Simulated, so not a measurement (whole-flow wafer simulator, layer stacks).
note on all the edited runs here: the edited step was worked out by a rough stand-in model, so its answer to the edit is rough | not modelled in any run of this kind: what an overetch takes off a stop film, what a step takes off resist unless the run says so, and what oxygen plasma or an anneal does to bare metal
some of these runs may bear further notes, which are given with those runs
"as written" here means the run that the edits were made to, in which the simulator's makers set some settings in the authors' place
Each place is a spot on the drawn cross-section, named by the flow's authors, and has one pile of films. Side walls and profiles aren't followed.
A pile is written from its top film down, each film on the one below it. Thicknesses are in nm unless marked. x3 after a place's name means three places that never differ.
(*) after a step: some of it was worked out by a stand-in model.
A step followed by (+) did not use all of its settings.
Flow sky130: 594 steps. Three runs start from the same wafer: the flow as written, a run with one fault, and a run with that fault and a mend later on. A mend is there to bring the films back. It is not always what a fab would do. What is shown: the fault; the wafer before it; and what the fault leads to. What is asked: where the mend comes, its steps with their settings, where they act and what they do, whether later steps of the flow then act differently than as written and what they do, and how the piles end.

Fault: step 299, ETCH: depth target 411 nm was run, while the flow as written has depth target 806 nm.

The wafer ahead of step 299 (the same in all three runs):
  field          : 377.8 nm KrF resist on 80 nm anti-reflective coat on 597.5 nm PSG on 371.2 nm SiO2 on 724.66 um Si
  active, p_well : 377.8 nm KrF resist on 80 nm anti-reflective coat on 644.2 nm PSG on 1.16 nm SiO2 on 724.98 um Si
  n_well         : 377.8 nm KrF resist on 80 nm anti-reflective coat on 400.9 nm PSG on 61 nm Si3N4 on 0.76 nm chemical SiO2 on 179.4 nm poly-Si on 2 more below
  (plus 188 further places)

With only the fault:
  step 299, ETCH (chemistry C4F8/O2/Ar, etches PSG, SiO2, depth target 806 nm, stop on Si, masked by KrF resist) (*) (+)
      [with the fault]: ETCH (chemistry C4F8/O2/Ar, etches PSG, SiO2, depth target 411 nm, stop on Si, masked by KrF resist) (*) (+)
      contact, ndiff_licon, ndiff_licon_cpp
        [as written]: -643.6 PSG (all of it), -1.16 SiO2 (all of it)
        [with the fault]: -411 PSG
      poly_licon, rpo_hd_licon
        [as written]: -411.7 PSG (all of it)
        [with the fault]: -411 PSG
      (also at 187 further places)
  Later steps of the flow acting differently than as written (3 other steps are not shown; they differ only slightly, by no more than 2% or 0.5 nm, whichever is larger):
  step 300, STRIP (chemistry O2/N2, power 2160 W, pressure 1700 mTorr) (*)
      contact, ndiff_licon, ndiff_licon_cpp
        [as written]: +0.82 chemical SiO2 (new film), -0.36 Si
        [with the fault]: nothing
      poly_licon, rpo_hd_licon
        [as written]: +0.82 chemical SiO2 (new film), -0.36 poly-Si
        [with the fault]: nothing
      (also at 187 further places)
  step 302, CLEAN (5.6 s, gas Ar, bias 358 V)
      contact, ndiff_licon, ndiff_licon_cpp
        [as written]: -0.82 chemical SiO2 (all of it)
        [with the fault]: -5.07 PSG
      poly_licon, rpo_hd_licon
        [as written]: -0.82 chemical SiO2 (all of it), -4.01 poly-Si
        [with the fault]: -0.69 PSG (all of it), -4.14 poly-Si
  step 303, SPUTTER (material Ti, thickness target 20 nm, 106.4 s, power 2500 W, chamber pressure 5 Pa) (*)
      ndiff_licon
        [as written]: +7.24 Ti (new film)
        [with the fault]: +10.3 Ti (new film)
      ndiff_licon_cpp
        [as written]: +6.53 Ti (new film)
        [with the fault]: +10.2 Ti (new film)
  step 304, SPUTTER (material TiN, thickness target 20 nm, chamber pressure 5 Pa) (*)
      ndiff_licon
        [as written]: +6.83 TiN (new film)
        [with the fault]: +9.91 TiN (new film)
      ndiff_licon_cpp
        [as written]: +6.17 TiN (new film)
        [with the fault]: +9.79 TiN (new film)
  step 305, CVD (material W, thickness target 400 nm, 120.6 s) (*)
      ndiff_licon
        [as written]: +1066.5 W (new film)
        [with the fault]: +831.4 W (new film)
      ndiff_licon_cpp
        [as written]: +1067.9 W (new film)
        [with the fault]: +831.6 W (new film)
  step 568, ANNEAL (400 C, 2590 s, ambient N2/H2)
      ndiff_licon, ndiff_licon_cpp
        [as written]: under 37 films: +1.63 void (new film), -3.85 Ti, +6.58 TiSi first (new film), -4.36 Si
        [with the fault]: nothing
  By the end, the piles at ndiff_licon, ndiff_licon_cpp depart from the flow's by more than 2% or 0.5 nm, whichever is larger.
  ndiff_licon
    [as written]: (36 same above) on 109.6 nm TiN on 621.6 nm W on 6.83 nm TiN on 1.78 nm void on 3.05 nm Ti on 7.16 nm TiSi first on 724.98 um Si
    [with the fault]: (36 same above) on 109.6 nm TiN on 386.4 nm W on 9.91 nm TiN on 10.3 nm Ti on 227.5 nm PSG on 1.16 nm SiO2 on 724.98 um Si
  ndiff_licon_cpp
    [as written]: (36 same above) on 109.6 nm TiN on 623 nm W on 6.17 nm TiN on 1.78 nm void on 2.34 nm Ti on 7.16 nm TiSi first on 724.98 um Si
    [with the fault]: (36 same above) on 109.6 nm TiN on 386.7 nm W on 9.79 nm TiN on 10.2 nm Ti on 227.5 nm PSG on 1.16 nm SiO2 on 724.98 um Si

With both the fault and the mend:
  After step 299 comes the mend.
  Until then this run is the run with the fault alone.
  step 299a, ETCH (chemistry C4F8/O2/Ar, etches PSG, SiO2, depth target 395 nm, stop on Si, masked by KrF resist) (*) (+) (the flow's step 299 again, with other settings)
      field, active, n_well and 184 more
        -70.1 KrF resist
      contact, ndiff_licon, ndiff_licon_cpp
        -232.6 PSG (all of it), -1.16 SiO2 (all of it)
      poly_licon, rpo_hd_licon
        -0.69 PSG (all of it)
  Later steps of the flow acting differently than as written (2 other steps are not shown; they differ only slightly, by no more than 2% or 0.5 nm, whichever is larger):
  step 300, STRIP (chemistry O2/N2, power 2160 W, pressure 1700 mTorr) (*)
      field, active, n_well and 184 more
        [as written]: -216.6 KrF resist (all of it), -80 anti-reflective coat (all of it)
        [with the mend]: -225.5 KrF resist (all of it), -80 anti-reflective coat (all of it)
  The piles end only slightly different from the flow's at the places that both follow, by no more than 2% or 0.5 nm, whichever is larger.
